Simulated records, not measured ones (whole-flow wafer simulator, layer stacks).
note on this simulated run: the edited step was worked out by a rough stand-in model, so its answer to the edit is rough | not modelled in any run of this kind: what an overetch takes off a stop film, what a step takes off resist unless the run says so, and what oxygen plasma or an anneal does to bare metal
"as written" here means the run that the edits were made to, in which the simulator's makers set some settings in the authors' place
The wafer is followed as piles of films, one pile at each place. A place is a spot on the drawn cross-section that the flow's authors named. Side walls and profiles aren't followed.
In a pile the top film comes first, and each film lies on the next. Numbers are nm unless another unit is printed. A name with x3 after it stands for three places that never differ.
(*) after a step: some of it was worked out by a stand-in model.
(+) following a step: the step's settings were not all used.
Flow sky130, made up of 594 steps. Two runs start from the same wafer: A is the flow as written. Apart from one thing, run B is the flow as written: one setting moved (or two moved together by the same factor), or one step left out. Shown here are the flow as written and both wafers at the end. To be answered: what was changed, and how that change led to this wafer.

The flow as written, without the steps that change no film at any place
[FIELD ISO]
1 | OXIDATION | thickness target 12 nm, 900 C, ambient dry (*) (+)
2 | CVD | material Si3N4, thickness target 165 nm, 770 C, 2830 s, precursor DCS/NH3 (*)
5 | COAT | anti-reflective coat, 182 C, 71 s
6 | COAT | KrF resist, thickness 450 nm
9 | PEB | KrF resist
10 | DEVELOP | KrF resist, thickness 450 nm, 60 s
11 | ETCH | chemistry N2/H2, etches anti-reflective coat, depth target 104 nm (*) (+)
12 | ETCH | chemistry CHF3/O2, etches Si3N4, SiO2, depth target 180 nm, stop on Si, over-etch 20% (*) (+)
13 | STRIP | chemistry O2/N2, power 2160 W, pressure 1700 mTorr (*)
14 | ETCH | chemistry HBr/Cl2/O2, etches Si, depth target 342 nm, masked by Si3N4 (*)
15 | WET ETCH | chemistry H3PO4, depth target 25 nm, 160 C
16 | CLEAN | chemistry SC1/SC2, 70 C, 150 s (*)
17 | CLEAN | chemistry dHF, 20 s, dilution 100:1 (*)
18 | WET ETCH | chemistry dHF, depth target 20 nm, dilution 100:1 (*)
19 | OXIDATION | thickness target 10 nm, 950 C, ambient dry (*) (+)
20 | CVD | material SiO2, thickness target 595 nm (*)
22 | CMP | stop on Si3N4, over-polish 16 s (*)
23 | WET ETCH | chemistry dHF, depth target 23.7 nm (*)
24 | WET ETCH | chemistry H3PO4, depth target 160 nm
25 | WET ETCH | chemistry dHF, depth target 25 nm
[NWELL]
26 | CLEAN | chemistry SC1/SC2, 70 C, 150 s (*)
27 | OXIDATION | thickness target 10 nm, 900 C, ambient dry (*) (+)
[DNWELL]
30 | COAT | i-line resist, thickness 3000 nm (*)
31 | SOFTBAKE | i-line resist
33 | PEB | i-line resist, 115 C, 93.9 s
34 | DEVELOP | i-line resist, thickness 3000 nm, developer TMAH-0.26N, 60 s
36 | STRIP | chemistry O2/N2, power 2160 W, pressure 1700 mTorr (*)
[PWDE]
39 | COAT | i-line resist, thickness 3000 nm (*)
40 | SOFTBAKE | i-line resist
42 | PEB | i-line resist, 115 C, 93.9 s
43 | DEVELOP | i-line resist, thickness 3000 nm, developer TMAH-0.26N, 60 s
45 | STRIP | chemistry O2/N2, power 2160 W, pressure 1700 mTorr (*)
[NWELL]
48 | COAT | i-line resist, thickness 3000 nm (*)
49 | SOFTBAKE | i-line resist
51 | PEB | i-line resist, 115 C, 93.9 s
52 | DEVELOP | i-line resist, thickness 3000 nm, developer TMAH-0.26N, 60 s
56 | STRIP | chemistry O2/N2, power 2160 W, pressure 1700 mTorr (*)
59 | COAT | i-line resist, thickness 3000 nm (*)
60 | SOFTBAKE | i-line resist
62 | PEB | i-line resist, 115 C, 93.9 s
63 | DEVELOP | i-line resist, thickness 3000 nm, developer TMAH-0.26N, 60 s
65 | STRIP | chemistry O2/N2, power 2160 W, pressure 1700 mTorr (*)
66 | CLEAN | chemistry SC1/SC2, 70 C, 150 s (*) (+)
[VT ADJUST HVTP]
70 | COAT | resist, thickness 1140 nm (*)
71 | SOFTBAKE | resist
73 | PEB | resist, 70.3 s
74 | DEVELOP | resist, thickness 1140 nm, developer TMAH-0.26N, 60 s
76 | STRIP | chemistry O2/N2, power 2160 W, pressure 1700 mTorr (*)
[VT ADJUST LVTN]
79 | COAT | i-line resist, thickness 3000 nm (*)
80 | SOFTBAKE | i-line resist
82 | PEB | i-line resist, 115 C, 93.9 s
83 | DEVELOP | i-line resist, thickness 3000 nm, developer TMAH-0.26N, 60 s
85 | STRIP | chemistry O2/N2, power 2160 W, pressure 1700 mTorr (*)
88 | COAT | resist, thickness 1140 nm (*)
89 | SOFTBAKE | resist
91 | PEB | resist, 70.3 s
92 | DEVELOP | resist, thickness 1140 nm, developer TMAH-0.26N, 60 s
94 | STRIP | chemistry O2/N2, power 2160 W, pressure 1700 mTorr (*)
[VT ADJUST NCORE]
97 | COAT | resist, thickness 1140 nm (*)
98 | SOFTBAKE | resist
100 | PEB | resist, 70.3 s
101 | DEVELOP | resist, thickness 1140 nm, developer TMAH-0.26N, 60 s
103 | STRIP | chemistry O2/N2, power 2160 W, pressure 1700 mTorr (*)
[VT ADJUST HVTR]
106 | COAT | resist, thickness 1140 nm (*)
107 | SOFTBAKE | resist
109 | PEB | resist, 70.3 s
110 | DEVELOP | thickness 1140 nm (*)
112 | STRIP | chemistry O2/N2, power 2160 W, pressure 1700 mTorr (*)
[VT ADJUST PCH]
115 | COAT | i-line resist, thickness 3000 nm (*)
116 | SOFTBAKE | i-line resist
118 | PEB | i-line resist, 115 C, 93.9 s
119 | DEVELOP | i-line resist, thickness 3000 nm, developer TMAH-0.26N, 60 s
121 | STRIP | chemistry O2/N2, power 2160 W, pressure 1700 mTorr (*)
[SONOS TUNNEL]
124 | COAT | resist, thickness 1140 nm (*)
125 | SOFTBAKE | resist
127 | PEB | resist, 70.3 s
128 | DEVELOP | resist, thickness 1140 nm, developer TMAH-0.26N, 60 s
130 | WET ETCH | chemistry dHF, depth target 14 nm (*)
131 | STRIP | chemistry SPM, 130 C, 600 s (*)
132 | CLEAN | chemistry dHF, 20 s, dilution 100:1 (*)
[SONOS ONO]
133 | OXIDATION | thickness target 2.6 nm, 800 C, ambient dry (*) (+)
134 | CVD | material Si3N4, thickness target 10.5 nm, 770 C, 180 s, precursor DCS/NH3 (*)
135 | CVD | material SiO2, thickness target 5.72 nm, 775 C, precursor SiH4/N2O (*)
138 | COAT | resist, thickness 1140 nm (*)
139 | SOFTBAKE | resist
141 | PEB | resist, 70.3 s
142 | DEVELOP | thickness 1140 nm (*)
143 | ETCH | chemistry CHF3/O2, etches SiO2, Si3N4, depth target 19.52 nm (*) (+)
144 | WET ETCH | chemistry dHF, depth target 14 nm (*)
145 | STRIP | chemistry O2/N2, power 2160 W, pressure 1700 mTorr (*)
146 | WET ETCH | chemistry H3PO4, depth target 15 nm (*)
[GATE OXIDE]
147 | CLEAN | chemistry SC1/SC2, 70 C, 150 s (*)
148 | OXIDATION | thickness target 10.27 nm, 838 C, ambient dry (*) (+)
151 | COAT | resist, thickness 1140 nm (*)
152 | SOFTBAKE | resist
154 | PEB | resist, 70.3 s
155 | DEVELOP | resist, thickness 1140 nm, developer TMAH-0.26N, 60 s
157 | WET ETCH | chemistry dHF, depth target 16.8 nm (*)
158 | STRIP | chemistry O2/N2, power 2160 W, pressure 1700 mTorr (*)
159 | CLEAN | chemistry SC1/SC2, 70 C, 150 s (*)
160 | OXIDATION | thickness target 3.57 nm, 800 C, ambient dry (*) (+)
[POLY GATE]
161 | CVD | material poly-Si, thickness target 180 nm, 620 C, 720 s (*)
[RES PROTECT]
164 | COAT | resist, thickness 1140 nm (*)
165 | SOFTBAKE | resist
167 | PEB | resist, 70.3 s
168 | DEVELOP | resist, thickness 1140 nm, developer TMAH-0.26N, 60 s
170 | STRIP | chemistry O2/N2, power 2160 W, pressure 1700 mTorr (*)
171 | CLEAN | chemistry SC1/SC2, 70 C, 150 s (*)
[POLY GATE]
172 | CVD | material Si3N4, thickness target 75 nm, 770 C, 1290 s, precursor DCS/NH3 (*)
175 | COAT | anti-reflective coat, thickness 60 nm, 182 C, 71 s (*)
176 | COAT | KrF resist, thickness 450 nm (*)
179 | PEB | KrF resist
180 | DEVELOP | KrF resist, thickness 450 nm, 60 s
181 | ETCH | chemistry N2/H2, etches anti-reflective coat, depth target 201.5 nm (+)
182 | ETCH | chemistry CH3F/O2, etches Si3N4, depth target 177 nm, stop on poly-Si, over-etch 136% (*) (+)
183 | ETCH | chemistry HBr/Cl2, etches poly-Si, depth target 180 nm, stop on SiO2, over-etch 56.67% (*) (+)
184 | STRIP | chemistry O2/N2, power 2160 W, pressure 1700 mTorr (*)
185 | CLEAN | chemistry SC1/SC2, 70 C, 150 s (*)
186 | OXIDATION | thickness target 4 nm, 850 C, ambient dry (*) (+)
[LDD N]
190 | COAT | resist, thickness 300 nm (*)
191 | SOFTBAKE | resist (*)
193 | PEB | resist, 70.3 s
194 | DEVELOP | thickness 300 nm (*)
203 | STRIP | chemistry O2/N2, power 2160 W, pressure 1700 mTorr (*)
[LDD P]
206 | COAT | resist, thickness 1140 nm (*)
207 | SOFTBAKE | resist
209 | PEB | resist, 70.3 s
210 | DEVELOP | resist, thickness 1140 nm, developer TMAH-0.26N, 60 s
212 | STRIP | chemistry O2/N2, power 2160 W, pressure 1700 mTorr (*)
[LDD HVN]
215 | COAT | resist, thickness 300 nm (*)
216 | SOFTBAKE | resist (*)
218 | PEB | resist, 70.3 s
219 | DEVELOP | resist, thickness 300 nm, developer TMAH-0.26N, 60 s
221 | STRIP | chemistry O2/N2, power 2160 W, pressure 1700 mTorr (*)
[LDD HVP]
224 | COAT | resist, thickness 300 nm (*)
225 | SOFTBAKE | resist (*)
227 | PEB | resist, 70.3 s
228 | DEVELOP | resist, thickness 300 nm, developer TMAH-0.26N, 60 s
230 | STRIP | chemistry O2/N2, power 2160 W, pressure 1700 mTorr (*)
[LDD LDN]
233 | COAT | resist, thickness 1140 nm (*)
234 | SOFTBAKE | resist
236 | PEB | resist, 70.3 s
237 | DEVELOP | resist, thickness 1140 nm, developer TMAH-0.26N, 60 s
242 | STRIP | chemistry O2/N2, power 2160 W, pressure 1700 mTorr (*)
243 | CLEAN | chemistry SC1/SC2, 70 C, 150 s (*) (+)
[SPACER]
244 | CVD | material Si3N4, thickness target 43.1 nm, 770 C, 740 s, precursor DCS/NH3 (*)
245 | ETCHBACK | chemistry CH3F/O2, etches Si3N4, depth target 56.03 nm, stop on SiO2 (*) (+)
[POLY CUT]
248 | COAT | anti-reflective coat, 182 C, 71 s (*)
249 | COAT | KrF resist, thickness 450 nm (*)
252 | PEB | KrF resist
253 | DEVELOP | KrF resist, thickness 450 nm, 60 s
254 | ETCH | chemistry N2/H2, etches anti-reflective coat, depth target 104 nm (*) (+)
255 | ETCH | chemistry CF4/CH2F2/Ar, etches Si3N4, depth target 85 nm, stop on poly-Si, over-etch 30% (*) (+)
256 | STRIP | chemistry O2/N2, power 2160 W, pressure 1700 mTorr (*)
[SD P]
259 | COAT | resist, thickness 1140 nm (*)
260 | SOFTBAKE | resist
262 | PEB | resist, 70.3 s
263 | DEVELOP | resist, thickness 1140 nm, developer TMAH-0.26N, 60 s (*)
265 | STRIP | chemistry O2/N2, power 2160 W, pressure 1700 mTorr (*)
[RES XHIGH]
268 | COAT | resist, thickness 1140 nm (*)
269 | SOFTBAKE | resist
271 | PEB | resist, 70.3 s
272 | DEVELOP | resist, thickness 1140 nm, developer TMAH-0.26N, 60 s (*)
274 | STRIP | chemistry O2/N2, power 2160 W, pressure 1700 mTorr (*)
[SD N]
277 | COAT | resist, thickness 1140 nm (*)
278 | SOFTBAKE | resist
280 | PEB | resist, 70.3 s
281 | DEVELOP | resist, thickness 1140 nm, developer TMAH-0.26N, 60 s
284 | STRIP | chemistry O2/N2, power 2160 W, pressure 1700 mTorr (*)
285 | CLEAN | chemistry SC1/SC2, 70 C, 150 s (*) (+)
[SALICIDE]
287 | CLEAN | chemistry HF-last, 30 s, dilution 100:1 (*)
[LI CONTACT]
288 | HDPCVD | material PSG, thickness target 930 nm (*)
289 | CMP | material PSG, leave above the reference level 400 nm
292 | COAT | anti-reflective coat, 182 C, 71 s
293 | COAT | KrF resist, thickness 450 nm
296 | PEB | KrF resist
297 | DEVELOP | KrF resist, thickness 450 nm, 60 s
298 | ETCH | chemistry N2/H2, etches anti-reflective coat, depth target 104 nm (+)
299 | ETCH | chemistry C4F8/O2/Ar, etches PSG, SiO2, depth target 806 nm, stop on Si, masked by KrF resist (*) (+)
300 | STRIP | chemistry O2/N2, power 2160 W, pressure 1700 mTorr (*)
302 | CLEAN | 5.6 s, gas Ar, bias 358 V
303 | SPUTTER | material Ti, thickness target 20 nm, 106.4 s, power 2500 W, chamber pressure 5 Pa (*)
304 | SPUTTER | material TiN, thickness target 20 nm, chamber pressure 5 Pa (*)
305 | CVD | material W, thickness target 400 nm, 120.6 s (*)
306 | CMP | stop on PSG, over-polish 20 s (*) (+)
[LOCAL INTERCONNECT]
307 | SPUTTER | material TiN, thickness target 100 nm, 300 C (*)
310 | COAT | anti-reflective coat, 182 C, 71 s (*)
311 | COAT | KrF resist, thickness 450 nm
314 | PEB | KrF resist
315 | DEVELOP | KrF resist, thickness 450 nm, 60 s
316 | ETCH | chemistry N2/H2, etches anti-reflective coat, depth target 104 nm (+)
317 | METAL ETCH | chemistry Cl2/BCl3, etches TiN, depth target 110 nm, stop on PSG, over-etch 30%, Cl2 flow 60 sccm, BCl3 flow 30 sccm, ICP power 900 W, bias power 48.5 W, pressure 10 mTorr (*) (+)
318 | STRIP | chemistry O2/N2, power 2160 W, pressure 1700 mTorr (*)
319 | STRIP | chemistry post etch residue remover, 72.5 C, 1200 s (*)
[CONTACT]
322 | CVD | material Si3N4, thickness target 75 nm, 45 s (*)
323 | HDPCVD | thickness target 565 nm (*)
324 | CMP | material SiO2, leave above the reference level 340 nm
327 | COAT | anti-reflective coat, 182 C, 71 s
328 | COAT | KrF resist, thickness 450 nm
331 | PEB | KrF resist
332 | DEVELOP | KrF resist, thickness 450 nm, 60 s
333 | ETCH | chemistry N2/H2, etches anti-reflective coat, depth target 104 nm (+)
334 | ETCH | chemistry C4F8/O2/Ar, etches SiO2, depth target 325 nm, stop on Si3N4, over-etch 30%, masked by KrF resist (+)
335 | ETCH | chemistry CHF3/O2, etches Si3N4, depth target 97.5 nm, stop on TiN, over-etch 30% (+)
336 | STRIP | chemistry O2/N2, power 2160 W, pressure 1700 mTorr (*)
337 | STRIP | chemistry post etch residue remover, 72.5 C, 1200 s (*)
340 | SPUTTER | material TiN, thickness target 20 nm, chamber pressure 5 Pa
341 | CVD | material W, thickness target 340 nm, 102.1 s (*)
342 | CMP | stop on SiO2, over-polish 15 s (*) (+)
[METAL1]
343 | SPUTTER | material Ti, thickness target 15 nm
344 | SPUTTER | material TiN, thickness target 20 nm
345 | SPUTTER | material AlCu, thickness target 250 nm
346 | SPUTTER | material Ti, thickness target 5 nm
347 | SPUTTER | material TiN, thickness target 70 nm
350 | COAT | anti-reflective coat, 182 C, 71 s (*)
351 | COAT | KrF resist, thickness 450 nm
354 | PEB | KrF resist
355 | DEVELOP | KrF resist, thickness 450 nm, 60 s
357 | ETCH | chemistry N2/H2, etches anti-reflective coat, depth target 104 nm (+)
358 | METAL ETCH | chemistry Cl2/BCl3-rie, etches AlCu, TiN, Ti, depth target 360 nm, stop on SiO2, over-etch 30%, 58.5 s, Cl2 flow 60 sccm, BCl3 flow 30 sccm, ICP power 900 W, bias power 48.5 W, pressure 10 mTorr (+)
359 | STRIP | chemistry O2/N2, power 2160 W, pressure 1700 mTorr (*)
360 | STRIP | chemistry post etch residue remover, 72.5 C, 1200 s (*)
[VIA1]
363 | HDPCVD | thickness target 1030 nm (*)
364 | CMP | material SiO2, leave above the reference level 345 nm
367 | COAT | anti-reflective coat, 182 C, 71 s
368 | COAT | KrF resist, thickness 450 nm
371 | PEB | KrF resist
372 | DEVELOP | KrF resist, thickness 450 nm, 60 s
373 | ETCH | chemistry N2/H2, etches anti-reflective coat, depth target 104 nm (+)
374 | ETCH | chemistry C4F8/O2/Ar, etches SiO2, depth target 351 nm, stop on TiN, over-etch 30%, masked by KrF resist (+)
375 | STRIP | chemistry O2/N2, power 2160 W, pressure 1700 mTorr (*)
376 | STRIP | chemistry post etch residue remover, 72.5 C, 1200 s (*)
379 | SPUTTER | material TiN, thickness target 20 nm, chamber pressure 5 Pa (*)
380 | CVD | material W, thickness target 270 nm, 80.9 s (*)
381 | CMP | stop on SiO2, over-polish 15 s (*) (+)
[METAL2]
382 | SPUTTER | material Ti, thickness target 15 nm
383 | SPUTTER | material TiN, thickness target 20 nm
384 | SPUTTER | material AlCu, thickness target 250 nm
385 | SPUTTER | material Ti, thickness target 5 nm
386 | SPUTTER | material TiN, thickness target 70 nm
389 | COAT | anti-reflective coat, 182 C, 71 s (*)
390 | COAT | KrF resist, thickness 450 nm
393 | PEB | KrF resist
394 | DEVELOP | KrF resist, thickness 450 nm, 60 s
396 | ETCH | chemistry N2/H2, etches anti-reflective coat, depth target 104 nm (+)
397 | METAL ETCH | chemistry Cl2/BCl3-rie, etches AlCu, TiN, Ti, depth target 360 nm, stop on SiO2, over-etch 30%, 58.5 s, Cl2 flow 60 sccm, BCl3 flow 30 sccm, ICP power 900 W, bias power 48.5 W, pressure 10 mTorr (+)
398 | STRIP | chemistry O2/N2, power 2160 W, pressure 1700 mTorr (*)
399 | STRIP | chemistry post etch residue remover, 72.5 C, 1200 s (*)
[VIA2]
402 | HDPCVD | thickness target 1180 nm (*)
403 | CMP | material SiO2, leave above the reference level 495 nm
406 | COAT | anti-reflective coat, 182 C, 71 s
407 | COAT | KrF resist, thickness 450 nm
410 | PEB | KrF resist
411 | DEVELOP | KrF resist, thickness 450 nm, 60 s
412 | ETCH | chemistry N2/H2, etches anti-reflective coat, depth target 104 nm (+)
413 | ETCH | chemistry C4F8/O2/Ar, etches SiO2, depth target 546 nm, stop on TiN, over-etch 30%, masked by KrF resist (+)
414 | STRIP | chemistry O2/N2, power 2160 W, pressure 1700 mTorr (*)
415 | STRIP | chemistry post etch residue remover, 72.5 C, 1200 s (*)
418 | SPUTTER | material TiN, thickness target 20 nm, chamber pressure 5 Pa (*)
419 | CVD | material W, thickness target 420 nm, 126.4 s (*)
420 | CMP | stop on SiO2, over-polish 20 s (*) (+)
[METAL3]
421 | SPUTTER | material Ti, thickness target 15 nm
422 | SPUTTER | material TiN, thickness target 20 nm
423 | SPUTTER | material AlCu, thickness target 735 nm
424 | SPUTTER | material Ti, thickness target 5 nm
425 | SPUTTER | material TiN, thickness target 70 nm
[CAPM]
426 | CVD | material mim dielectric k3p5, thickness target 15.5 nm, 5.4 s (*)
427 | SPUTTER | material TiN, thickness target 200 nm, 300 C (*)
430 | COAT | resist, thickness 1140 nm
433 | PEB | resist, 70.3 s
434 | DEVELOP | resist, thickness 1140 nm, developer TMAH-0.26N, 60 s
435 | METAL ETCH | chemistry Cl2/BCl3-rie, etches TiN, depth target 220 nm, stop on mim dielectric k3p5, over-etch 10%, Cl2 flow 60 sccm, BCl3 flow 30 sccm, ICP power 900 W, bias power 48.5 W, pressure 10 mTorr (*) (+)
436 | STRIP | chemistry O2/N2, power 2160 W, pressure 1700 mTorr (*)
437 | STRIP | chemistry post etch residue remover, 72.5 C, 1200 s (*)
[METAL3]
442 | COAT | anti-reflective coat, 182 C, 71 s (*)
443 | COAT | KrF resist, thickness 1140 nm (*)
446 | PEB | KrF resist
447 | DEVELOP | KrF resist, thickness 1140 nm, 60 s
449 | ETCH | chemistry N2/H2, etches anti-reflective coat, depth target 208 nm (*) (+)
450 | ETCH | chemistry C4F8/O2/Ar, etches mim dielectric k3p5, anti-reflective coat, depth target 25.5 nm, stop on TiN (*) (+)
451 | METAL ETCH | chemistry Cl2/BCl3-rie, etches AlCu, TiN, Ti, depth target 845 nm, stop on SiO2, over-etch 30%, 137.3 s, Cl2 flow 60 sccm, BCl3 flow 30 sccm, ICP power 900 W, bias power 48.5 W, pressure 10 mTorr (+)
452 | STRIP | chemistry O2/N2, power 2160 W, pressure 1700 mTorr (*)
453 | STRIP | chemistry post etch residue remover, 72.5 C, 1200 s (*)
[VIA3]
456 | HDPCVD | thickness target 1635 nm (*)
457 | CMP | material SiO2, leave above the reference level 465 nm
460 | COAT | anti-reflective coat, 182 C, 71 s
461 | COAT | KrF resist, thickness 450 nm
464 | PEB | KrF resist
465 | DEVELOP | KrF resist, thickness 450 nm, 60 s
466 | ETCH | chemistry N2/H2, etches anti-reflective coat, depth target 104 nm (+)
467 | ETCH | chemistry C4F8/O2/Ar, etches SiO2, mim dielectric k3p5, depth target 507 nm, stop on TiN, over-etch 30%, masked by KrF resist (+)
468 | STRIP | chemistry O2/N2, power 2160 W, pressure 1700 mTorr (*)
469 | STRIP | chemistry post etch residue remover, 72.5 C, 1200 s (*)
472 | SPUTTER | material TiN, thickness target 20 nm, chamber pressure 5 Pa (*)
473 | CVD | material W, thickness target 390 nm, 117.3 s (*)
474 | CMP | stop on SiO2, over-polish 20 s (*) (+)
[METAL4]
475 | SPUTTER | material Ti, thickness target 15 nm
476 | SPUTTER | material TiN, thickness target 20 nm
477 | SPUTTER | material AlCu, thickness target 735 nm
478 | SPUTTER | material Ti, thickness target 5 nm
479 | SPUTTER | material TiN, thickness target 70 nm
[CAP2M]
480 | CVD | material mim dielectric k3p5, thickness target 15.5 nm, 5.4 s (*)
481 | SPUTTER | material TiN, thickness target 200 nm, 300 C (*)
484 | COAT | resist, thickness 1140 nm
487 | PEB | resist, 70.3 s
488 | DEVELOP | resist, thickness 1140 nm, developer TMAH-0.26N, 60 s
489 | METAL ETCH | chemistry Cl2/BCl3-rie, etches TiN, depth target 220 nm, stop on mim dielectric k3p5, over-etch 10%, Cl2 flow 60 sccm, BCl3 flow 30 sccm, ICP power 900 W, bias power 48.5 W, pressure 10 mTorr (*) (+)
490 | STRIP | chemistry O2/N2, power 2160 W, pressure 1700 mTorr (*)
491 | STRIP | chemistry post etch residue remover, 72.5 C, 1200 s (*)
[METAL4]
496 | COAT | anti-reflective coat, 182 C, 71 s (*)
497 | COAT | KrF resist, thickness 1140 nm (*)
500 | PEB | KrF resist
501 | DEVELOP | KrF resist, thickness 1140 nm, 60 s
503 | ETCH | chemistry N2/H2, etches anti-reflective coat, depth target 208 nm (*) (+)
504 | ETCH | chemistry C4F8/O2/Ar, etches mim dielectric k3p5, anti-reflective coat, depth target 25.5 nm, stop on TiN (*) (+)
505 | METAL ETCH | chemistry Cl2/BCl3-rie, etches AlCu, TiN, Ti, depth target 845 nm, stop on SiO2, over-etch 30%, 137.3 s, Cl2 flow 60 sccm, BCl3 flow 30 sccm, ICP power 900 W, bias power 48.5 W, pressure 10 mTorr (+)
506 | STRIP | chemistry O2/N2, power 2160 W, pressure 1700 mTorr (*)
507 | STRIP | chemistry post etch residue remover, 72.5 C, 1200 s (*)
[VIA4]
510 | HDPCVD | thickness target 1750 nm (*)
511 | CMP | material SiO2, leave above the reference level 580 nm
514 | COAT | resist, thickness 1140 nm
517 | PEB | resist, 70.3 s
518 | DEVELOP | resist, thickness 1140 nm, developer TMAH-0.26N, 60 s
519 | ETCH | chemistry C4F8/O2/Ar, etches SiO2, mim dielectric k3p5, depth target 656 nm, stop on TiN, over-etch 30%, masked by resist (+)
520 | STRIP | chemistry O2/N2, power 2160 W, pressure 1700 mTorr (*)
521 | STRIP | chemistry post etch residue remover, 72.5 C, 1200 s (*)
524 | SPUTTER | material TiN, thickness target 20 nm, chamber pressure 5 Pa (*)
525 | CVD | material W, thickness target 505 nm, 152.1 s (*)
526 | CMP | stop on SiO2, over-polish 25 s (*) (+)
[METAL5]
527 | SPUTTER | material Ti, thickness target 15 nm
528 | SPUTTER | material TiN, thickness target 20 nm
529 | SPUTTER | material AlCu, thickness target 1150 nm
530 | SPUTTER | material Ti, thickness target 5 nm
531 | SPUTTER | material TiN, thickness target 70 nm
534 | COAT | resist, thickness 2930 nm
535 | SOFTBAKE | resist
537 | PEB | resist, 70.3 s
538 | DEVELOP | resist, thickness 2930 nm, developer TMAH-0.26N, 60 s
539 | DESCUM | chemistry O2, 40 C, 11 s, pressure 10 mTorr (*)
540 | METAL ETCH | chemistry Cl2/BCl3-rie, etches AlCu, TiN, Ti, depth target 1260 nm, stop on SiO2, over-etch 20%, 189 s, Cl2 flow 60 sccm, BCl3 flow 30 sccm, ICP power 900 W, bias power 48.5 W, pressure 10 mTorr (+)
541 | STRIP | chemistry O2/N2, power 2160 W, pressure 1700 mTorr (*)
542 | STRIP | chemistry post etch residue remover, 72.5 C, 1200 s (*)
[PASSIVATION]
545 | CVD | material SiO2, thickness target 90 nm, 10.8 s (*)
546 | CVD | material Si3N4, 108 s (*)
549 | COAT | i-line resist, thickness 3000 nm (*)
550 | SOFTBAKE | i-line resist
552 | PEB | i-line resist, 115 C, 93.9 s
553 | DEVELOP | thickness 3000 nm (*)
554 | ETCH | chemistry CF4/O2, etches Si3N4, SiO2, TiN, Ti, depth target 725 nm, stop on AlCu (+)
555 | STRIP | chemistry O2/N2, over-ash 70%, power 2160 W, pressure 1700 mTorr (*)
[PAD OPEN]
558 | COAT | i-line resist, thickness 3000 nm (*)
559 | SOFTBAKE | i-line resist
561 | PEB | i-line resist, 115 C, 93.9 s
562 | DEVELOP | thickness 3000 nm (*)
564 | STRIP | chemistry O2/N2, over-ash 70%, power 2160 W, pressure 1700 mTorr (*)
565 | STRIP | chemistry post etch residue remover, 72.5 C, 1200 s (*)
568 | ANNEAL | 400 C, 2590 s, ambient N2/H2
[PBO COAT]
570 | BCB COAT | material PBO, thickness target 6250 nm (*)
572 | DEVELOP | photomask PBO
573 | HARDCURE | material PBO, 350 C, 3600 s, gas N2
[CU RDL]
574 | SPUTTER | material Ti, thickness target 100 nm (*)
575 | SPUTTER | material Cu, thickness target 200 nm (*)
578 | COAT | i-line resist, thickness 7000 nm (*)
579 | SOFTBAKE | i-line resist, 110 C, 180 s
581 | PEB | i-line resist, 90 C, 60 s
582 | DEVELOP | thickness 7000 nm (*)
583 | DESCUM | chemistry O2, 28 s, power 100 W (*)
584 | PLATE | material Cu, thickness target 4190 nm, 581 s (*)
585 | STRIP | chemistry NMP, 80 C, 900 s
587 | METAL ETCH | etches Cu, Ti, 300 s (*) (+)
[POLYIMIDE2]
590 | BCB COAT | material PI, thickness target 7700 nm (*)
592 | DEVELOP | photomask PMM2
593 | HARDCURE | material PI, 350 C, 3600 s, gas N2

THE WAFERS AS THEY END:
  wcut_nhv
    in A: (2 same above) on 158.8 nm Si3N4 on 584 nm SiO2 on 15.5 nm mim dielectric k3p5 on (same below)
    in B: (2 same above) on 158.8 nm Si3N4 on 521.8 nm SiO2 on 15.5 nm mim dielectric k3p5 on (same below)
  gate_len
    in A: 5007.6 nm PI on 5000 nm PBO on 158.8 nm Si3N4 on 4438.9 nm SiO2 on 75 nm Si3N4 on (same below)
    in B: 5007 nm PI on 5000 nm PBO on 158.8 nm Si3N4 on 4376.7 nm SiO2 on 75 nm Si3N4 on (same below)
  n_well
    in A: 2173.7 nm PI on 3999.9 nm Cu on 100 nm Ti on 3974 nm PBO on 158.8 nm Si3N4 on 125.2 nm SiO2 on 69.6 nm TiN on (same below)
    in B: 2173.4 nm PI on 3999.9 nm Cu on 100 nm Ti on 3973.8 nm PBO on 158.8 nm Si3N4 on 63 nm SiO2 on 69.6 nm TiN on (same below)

Cause: step 545, CVD: thickness target 45 nm was run, whereas the flow has thickness target 90 nm; step 545, CVD: 5.4 s was run, where the flow has 10.8 s.

How this came from the change, step by step:
  545 | CVD | material SiO2, thickness target 90 nm, 10.8 s (*)
      field, active, gate and 175 more: A +125.2 SiO2 | B +63 SiO2
      n_well, p_well, sd_n and 12 more: A +125.2 SiO2 (new film) | B +63 SiO2 (new film)
  550 | SOFTBAKE | i-line resist
      active: A +12 i-line resist | B +10.8 i-line resist
      gate: A -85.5 i-line resist | B -82.2 i-line resist
      (as well as at 59 more places)
  554 | ETCH | chemistry CF4/O2, etches Si3N4, SiO2, TiN, Ti, depth target 725 nm, stop on AlCu (+)
      field, active, n_well and 189 more: A -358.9 i-line resist | B -296.7 i-line resist
      pad: A -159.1 Si3N4 (all of it), -125.2 SiO2 (all of it), -69.6 TiN (all of it), -5 Ti (all of it) | B -159.1 Si3N4 (all of it), -63 SiO2 (all of it), -69.6 TiN (all of it), -5 Ti (all of it)
  555 | STRIP | chemistry O2/N2, over-ash 70%, power 2160 W, pressure 1700 mTorr (*)
      gate_hv, dice_street, iso_guard and 83 more: A -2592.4 i-line resist (all of it) | B -2654.6 i-line resist (all of it)
      n_well, p_well, sd_n, sd_p: A -1340.8 i-line resist (all of it) | B -1403 i-line resist (all of it)
      (as well as at 101 more places)
  558 | COAT | i-line resist, thickness 3000 nm (*)
      pad: A +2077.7 i-line resist (new film) | B +2015.1 i-line resist (new film)
  559 | SOFTBAKE | i-line resist
      field: A +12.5 i-line resist | B +11.3 i-line resist
      active: A +12 i-line resist | B +10.8 i-line resist
      (as well as at 66 more places)
  561 | PEB | i-line resist, 115 C, 93.9 s
      pad: A -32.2 i-line resist | B -31.1 i-line resist
  562 | DEVELOP | thickness 3000 nm (*)
      pad: A -2045.5 i-line resist (all of it) | B -1984 i-line resist (all of it)
  578 | COAT | i-line resist, thickness 7000 nm (*)
      pad: A +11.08 um i-line resist (new film) | B +11.02 um i-line resist (new film)
  579 | SOFTBAKE | i-line resist, 110 C, 180 s
      ndiff_licon_rim, ndiff_licon: A -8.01 i-line resist | B -7.05 i-line resist
      rpo_hd_licon, mim2: A -14.9 i-line resist | B -14 i-line resist
      (as well as at 27 more places)
  582 | DEVELOP | thickness 7000 nm (*)
      pad: A -11.08 um i-line resist (all of it) | B -11.02 um i-line resist (all of it)
